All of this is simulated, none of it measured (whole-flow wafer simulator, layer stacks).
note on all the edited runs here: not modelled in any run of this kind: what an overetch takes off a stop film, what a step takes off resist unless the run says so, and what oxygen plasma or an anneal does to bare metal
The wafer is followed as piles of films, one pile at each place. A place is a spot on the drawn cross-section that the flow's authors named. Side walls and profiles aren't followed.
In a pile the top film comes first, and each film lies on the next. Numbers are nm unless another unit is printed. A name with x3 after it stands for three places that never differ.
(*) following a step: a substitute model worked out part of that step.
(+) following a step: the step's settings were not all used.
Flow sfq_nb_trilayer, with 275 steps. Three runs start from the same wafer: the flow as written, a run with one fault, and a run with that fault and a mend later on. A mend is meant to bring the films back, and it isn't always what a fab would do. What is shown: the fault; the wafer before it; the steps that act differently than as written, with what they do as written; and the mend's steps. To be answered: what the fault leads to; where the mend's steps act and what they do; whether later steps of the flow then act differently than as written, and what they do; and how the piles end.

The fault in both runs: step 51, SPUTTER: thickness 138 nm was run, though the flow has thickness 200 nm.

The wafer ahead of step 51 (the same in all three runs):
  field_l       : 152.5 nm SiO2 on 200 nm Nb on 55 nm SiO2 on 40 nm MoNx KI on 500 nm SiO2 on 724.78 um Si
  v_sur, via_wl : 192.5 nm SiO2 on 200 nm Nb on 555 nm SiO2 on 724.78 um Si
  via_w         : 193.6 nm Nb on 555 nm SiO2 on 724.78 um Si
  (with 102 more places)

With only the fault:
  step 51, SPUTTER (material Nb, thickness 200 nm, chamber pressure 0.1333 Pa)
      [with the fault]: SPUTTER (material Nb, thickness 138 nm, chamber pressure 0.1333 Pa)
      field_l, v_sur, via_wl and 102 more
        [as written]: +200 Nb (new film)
        [with the fault]: +138 Nb (new film)
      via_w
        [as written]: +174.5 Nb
        [with the fault]: +121.1 Nb
  Steps further on in the flow that do not act as written (3 more steps, not shown, differ only slightly: by at most 2% or 0.5 nm, whichever is larger):
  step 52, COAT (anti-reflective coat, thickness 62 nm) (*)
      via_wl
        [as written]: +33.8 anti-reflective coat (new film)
        [with the fault]: +32.9 anti-reflective coat (new film)
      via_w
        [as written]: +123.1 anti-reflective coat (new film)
        [with the fault]: +120.4 anti-reflective coat (new film)
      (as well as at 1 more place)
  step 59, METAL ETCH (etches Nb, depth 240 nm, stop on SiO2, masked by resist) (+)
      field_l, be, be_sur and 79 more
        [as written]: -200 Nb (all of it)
        [with the fault]: -138 Nb (all of it)
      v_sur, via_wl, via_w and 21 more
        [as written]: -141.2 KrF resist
        [with the fault]: -121.8 KrF resist
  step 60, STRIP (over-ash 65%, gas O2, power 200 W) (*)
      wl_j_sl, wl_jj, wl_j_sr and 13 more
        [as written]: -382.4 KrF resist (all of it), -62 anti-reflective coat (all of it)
        [with the fault]: -401.8 KrF resist (all of it), -62 anti-reflective coat (all of it)
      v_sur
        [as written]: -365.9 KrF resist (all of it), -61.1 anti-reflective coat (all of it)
        [with the fault]: -385.8 KrF resist (all of it), -60.9 anti-reflective coat (all of it)
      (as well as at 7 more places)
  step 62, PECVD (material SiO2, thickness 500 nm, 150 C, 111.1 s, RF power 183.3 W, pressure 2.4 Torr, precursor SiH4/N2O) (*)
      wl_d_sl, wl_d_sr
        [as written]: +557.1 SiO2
        [with the fault]: +500 SiO2
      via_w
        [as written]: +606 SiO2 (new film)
        [with the fault]: +591.1 SiO2 (new film)
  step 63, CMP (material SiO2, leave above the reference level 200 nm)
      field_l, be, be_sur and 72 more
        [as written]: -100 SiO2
        [with the fault]: -162 SiO2
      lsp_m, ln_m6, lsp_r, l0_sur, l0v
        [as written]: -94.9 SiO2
        [with the fault]: -162 SiO2
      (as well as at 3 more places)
  At field_l, v_sur, via_wl and 102 more, the piles at the end differ from the flow's by more than 2% or 0.5 nm, whichever is larger.
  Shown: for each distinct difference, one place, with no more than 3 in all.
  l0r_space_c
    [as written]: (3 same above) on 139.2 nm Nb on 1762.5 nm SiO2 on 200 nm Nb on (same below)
    [with the fault]: (3 same above) on 139.2 nm Nb on 1700.5 nm SiO2 on 200 nm Nb on (same below)
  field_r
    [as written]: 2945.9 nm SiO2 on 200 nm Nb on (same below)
    [with the fault]: 2883.9 nm SiO2 on 200 nm Nb on (same below)
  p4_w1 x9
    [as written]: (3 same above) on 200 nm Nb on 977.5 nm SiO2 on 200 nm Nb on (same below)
    [with the fault]: (3 same above) on 200 nm Nb on 915.5 nm SiO2 on 200 nm Nb on (same below)

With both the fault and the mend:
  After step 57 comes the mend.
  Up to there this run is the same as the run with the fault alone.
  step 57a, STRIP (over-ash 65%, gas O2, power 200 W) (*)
      p4_fl x3, p4_w1 x9, p4_g1 x2 and 47 more
        -62 anti-reflective coat (all of it)
      wl_j_sl, wl_jj, wl_j_sr and 13 more
        -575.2 KrF resist (all of it), -62 anti-reflective coat (all of it)
      r_sur, res, r_end and 8 more
        -61.8 anti-reflective coat (all of it)
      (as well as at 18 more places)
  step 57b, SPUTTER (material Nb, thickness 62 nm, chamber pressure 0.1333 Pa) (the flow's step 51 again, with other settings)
      field_l, v_sur, via_wl and 102 more
        +62 Nb
      via_w
        +49.1 Nb
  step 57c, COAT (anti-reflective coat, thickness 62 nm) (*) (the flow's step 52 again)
      p4_fl x3, p4_w1 x9, p4_g1 x2 and 63 more
        +62 anti-reflective coat (new film)
      r_sur, res, r_end and 9 more
        +61.8 anti-reflective coat (new film)
      jj_sur, ce_l, c5j, ce_r, sp_r, be_r
        +61.7 anti-reflective coat (new film)
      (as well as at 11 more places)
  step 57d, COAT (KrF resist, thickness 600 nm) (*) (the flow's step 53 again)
      p4_fl x3, p4_w1 x9, p4_g1 x2 and 63 more
        +600 KrF resist (new film)
      res, r_end, moat, field_r, l0_sur
        +599.4 KrF resist (new film)
      lsp_l, ln_m5, lsp_m, ln_m6, lsp_r
        +599.5 KrF resist (new film)
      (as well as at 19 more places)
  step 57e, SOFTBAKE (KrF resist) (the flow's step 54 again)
      alters no film at any place that is followed
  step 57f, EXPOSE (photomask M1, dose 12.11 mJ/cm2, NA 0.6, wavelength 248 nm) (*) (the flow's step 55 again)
      alters no film at any place that is followed
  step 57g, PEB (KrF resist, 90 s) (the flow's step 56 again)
      wire, be, be_sur and 96 more
        -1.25 KrF resist
      field_l, via_v
        -1.24 KrF resist
      via_wl, via_wr
        -1.26 KrF resist
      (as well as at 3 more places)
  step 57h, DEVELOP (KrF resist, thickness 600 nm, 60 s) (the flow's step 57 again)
      p4_fl x3, p4_w1 x9, p4_g1 x2 and 47 more
        -598.7 KrF resist (all of it)
      v_sur, via_wl, via_w and 21 more
        -23.5 KrF resist
      moat, field_r, lsp_l, lsp_m, ln_m6, lsp_r, l0_sur
        -598.2 KrF resist (all of it)
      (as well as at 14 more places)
  Every later step of the flow that is run acts as written, at every place that is followed, to within 2% or 0.5 nm, whichever is larger.
  The piles end only slightly different from the flow's at the places that both follow, by no more than 2% or 0.5 nm, whichever is larger.
